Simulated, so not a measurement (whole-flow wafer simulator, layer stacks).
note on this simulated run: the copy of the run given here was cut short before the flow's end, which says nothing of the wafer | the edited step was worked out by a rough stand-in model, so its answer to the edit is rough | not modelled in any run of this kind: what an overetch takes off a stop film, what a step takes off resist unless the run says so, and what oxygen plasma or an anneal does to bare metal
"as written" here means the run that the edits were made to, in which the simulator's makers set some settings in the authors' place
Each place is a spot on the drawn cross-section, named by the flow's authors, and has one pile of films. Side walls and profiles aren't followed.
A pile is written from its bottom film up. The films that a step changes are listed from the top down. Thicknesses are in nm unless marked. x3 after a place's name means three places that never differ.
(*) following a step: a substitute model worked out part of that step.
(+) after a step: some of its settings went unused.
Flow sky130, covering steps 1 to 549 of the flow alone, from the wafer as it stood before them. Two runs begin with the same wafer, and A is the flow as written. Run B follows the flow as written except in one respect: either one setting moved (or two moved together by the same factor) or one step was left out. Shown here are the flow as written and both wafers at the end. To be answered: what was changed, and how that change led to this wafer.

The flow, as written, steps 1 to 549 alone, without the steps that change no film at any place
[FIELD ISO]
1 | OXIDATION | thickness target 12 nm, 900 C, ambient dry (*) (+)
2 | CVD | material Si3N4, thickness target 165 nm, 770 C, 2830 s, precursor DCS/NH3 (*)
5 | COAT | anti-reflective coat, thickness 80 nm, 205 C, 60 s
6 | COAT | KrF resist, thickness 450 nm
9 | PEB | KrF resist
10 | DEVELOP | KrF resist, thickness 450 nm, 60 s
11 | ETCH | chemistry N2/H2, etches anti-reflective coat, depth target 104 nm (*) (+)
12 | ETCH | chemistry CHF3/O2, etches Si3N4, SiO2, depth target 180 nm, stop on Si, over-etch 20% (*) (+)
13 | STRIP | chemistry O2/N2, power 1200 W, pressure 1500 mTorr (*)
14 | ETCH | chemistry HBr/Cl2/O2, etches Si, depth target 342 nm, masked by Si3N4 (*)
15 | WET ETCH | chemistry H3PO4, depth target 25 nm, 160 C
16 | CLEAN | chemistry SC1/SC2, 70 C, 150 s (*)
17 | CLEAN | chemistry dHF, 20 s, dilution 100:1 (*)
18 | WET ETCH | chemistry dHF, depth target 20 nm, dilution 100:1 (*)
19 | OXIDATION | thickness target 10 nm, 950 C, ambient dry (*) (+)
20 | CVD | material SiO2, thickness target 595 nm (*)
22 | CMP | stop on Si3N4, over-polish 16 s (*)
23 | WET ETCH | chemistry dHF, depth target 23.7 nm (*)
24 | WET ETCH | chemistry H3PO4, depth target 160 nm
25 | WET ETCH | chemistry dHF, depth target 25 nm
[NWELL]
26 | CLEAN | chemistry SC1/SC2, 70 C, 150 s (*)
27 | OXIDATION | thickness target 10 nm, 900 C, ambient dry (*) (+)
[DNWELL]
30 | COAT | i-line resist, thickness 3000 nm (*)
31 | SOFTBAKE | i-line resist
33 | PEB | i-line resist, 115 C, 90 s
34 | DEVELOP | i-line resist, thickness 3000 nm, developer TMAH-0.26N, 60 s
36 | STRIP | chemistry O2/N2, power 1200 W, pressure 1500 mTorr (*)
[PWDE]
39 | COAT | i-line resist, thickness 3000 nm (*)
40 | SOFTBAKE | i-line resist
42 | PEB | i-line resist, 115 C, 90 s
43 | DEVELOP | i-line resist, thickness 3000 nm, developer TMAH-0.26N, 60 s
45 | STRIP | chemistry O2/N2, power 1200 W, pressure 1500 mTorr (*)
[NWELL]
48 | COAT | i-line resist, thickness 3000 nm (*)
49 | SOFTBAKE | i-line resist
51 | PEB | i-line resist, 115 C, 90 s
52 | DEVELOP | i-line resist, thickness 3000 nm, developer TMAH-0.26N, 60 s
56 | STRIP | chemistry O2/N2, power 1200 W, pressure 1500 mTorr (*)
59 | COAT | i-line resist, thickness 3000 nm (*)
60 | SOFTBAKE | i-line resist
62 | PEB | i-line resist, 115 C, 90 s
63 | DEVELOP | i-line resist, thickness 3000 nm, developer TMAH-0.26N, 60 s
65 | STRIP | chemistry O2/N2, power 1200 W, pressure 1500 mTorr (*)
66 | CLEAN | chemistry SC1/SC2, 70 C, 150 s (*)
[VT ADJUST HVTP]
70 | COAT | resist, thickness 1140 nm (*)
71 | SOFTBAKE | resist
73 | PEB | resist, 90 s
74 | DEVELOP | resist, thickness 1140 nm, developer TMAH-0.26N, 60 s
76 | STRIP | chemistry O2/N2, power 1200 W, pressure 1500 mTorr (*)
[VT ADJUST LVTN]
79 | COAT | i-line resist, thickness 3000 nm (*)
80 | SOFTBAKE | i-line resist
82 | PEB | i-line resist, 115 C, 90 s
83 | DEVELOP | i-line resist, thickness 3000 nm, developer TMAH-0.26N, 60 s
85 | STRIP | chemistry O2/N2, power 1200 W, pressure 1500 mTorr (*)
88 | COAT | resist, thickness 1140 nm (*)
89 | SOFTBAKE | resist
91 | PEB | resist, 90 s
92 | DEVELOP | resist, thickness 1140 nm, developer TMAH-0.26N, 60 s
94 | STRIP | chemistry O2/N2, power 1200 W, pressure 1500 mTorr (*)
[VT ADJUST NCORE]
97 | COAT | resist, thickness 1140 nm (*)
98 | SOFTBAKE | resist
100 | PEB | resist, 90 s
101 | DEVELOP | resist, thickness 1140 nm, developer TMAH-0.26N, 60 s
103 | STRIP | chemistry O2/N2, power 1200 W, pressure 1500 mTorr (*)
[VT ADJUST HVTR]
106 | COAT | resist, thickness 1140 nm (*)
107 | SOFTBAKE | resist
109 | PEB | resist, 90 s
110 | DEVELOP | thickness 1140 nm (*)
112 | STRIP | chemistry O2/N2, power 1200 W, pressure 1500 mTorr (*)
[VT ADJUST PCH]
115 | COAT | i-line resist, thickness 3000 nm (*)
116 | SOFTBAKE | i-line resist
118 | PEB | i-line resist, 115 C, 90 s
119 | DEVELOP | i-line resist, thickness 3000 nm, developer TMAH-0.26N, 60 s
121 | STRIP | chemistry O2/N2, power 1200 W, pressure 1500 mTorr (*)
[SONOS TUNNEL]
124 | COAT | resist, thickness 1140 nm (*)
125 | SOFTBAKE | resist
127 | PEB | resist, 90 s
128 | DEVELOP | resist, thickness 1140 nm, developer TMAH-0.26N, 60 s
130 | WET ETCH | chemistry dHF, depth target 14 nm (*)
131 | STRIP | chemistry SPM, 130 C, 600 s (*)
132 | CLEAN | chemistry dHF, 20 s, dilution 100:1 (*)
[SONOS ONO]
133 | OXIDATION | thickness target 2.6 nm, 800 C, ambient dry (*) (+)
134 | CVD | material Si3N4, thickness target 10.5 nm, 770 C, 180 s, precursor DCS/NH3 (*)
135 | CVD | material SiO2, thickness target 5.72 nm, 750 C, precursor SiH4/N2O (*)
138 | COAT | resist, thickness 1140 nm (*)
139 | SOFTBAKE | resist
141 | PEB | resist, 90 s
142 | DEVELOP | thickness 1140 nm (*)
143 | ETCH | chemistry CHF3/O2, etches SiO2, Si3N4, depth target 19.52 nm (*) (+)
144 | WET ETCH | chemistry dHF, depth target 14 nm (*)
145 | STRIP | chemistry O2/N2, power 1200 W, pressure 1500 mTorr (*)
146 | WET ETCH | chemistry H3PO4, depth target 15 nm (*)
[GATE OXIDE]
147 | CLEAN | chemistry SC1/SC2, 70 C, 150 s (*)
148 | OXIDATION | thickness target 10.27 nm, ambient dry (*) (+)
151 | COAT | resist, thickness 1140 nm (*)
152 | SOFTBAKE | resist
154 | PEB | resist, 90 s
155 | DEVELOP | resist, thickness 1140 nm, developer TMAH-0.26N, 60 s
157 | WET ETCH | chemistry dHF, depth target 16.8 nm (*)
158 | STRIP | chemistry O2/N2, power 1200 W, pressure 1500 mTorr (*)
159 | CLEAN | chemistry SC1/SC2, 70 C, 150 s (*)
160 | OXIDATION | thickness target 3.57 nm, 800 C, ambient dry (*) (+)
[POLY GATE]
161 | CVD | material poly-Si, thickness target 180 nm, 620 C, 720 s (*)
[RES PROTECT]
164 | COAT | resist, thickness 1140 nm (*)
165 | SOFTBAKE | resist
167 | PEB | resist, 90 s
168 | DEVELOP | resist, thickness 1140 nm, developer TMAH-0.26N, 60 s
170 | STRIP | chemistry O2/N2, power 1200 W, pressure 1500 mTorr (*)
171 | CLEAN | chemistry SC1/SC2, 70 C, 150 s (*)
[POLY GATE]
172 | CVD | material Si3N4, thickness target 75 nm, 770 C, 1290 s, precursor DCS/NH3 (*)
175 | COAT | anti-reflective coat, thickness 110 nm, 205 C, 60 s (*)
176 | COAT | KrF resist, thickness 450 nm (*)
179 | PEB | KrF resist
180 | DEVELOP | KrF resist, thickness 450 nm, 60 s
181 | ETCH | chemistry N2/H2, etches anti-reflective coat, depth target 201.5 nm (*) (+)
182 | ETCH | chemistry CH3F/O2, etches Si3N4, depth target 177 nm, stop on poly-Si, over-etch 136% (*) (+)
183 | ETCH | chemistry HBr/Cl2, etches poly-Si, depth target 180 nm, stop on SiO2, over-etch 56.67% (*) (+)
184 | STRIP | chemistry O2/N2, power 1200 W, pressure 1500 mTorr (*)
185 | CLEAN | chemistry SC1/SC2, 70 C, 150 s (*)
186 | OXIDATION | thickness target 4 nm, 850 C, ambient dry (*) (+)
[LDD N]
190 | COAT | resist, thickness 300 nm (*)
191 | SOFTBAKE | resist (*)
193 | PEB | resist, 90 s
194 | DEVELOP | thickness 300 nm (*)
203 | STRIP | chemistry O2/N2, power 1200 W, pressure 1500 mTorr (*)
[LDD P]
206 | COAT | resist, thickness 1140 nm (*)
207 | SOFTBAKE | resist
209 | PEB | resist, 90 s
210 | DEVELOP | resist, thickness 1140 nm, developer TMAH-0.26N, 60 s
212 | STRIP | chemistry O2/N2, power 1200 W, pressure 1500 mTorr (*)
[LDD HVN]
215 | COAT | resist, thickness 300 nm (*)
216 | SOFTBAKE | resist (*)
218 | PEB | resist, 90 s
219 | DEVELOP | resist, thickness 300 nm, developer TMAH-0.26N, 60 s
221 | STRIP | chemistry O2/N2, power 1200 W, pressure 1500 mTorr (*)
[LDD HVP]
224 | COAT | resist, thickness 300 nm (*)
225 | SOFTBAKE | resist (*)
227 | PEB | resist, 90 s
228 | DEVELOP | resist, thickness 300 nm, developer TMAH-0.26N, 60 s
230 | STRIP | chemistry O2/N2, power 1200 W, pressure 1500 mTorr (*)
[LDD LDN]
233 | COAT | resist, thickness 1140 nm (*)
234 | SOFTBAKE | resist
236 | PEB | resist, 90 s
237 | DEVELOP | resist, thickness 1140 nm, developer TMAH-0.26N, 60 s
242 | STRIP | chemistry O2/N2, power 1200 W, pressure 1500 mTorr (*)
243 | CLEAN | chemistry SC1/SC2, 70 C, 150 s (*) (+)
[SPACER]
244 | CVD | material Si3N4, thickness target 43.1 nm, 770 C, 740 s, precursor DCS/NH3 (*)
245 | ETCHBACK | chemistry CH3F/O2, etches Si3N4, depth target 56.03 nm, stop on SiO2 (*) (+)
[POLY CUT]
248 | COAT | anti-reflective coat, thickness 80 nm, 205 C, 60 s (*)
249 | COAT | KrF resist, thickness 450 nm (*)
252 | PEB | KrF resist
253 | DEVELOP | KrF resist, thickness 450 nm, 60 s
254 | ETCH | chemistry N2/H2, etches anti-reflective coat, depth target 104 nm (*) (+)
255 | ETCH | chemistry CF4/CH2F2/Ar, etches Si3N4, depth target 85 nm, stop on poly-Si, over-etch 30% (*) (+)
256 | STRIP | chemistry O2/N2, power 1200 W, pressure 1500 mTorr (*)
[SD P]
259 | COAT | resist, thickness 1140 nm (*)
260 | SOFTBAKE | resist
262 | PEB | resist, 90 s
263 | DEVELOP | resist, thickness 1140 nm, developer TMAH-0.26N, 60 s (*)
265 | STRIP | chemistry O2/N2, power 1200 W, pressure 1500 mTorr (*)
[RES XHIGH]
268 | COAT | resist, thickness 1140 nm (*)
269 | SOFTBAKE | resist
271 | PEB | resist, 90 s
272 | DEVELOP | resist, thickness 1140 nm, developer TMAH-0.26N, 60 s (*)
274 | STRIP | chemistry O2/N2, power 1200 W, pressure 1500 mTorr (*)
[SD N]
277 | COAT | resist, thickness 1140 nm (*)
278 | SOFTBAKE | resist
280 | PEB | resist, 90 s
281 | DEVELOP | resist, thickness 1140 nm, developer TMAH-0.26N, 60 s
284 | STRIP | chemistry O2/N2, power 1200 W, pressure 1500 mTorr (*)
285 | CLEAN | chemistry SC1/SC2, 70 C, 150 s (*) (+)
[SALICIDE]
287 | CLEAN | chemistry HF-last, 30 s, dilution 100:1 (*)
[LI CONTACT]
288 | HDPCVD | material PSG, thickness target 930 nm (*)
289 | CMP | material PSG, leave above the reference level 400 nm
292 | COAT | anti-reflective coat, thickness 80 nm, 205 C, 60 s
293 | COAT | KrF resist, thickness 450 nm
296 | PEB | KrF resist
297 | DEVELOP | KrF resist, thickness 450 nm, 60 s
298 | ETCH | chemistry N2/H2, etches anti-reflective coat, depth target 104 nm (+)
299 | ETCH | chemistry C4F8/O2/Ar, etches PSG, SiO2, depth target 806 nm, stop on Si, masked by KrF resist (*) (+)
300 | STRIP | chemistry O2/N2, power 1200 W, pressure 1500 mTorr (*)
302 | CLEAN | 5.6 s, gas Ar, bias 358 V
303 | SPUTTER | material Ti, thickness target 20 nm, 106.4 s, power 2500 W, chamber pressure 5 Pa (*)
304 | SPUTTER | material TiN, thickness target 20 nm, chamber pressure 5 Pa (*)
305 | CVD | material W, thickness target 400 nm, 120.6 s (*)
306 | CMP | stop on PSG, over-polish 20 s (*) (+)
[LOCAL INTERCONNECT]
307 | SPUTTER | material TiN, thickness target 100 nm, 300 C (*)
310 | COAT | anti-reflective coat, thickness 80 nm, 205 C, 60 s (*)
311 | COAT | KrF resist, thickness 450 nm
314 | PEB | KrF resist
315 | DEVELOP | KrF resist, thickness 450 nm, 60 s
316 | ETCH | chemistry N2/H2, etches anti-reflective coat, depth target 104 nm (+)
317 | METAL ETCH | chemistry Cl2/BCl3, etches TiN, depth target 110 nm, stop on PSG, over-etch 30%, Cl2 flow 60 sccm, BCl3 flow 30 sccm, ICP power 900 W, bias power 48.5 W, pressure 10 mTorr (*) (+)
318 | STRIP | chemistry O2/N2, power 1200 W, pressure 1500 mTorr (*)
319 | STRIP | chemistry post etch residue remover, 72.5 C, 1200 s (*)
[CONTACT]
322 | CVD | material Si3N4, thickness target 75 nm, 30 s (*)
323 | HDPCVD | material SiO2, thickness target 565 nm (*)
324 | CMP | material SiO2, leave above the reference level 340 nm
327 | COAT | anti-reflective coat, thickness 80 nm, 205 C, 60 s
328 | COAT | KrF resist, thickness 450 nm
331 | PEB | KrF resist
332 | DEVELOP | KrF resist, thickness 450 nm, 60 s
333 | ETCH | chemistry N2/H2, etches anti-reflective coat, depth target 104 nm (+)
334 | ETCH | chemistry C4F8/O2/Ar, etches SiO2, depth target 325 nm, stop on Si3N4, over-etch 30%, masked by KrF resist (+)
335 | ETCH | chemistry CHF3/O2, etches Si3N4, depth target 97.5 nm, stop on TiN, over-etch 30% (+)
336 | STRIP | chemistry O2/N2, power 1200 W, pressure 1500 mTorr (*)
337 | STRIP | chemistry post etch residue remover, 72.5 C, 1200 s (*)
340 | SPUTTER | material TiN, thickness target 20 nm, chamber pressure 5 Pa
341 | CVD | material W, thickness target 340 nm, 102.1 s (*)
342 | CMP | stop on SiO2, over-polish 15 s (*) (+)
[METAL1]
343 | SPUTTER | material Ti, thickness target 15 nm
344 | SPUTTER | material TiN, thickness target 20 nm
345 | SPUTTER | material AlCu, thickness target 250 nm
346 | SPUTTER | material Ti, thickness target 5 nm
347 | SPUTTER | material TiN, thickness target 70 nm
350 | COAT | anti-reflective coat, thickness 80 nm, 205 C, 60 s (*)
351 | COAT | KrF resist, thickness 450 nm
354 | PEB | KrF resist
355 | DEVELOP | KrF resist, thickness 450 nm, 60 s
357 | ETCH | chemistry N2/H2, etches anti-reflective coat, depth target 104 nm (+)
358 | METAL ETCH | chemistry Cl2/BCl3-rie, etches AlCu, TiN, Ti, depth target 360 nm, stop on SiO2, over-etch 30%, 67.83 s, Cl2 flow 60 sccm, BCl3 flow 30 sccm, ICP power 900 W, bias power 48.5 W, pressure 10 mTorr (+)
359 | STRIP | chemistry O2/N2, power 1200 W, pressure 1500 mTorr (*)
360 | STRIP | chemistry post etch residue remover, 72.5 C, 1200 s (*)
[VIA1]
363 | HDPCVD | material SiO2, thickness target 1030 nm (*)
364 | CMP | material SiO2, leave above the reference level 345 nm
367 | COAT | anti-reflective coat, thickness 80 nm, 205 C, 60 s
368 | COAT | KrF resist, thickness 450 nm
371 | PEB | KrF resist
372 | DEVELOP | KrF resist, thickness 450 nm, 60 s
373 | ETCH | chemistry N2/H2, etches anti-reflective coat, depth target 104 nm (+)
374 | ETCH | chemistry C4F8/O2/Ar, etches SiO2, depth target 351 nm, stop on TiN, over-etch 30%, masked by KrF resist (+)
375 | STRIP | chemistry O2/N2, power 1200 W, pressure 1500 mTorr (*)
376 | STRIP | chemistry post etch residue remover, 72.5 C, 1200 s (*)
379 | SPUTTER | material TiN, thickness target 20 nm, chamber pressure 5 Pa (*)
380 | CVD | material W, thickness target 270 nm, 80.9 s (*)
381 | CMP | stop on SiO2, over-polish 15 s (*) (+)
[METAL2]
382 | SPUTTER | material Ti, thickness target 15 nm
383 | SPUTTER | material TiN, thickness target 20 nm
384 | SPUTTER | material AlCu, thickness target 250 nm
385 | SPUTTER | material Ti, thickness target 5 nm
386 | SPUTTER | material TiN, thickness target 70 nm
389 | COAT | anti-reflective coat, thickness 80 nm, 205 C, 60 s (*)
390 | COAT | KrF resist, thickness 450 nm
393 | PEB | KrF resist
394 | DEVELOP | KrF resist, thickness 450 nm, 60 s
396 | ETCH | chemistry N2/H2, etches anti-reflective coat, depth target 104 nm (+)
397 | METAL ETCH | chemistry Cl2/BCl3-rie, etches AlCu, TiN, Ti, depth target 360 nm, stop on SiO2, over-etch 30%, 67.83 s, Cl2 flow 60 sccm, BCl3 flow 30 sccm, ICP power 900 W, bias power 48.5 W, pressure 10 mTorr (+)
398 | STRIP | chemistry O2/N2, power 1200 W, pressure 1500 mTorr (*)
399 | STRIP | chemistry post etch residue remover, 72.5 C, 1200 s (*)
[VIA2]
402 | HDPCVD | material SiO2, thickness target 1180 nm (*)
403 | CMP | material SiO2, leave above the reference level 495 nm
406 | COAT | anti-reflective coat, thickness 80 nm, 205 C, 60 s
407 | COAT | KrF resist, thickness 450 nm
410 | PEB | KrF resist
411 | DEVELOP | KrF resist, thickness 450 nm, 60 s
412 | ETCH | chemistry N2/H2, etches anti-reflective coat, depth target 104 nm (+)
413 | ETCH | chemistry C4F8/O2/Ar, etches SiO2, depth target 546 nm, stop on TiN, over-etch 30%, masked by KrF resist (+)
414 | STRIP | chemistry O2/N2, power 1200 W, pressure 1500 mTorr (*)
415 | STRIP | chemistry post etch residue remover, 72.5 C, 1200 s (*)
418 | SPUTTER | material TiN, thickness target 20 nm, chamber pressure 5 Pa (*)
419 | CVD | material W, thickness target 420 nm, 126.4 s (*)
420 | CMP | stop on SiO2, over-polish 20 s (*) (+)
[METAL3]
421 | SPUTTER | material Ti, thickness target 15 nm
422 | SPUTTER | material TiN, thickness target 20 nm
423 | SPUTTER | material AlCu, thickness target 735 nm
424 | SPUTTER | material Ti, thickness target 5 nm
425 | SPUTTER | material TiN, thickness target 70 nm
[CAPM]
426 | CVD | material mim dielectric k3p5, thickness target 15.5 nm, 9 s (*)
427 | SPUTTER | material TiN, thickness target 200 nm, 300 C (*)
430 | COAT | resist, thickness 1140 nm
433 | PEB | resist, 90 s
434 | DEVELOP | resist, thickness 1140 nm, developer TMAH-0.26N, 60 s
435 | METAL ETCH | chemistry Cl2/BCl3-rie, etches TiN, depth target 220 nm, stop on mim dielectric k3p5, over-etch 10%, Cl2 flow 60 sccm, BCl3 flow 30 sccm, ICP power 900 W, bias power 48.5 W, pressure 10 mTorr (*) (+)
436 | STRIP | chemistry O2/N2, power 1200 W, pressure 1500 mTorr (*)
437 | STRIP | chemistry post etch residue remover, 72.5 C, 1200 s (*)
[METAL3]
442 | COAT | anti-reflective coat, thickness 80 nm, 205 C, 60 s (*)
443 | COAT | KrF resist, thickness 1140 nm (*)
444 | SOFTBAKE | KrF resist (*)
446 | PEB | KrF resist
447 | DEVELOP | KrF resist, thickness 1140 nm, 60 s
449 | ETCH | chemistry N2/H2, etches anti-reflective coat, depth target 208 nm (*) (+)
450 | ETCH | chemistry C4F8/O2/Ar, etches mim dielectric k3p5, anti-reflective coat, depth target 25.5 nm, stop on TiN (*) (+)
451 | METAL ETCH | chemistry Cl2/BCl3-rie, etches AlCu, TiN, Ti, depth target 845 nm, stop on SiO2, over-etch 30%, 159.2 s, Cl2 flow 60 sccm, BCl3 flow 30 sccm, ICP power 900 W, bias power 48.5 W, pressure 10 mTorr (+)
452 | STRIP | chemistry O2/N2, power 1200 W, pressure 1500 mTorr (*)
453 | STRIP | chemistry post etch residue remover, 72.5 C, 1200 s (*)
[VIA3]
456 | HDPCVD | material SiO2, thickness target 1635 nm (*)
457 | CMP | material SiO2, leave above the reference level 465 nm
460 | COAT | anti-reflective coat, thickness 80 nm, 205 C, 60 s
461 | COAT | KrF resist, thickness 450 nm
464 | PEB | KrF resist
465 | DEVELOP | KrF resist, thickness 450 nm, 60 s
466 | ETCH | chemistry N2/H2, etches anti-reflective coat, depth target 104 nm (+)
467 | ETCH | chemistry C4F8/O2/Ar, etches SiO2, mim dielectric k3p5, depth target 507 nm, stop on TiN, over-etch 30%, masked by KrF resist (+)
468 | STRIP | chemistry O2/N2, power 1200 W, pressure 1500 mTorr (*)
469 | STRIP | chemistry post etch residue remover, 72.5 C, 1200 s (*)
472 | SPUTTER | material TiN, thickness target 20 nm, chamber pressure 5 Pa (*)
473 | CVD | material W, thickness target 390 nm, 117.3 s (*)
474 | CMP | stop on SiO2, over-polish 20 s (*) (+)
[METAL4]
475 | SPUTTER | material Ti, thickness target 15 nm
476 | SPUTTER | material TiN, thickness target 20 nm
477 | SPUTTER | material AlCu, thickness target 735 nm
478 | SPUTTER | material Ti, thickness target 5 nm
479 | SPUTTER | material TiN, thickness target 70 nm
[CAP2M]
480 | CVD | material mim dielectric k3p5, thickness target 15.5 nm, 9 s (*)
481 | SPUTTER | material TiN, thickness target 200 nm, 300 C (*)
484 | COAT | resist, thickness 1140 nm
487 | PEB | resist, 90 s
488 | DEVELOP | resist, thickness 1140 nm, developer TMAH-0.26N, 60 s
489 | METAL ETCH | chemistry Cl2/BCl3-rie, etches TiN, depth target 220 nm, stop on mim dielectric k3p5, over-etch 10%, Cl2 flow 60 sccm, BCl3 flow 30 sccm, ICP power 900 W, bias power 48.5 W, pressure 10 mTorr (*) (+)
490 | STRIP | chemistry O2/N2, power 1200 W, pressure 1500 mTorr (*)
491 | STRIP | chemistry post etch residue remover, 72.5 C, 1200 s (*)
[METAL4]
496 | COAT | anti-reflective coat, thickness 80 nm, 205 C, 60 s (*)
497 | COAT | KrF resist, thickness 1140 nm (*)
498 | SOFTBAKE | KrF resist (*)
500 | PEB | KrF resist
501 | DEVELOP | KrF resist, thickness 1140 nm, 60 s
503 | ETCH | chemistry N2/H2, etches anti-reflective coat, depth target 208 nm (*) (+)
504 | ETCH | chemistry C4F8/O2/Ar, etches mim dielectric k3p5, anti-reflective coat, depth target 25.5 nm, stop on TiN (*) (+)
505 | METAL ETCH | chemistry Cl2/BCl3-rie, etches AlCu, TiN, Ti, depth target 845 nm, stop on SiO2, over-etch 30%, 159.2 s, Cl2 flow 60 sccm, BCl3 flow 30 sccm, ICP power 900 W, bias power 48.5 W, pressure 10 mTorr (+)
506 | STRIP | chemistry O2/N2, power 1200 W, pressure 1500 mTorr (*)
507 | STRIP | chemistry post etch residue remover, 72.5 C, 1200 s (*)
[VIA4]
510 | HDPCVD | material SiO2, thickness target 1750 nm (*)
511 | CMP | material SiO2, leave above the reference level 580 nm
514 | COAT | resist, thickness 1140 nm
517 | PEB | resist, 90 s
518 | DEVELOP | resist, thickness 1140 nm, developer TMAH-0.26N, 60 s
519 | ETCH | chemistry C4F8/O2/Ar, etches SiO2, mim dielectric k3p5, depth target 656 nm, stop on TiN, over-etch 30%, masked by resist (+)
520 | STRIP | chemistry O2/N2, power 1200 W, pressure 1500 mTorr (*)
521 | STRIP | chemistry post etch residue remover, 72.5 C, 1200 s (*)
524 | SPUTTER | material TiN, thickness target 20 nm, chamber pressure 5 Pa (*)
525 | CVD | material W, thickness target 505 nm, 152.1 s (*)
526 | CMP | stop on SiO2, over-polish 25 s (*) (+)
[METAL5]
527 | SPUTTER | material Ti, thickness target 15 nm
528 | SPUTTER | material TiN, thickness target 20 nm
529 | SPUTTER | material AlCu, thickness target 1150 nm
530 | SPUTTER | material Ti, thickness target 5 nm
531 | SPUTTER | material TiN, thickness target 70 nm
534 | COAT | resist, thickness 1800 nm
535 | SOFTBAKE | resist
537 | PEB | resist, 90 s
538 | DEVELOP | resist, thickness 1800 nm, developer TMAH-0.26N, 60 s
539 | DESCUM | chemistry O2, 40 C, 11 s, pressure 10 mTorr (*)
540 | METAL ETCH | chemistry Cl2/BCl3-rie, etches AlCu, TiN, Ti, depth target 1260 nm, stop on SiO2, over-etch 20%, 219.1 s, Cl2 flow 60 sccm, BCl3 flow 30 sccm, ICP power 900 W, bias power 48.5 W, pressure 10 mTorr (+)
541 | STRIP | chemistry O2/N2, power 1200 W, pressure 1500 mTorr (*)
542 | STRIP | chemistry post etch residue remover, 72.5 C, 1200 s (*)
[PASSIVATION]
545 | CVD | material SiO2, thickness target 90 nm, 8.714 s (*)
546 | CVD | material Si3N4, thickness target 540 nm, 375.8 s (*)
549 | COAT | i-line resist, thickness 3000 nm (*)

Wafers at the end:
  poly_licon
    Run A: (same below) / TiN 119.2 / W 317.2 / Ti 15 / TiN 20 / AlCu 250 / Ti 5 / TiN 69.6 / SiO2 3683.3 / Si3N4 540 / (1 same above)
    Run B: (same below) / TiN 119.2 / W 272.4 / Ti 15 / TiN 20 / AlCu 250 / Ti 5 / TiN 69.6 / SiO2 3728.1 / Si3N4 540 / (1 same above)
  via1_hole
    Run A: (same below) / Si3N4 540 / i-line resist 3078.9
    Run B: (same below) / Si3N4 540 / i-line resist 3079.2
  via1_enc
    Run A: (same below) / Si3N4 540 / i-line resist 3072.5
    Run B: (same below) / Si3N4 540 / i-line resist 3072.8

The reason: step 341, CVD: 81.69 s was run, while the flow as written has 102.1 s.

How this came from the change, step by step:
  341 | CVD | material W, thickness target 340 nm, 102.1 s (*)
      field, active, n_well and 185 more: A W gains 340 (new film) | B W gains 272.4 (new film)
      ndiff_licon, ndiff_licon_cpp, rpo_hd_licon: A W gains 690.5 (new film) | B W gains 623 (new film)
  342 | CMP | stop on SiO2, over-polish 15 s (*) (+)
      poly_licon: A W loses 22.8 | B nothing
      field, active, n_well and 184 more: A W loses 340 (all of it), TiN loses 20 (all of it), SiO2 loses 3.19 | B W loses 272.4 (all of it), TiN loses 20 (all of it), SiO2 loses 3.19
      (also at 3 further places)
  350 | COAT | anti-reflective coat, thickness 80 nm, 205 C, 60 s (*)
      poly_licon: A anti-reflective coat gains 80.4 (new film) | B anti-reflective coat gains 125.2 (new film)
  359 | STRIP | chemistry O2/N2, power 1200 W, pressure 1500 mTorr (*)
      poly_licon: A KrF resist loses 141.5 (all of it), anti-reflective coat loses 80.4 (all of it) | B KrF resist loses 141.5 (all of it), anti-reflective coat loses 125.2 (all of it)
  364 | CMP | material SiO2, leave above the reference level 345 nm
      poly_licon: A SiO2 loses 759 | B SiO2 loses 714.3
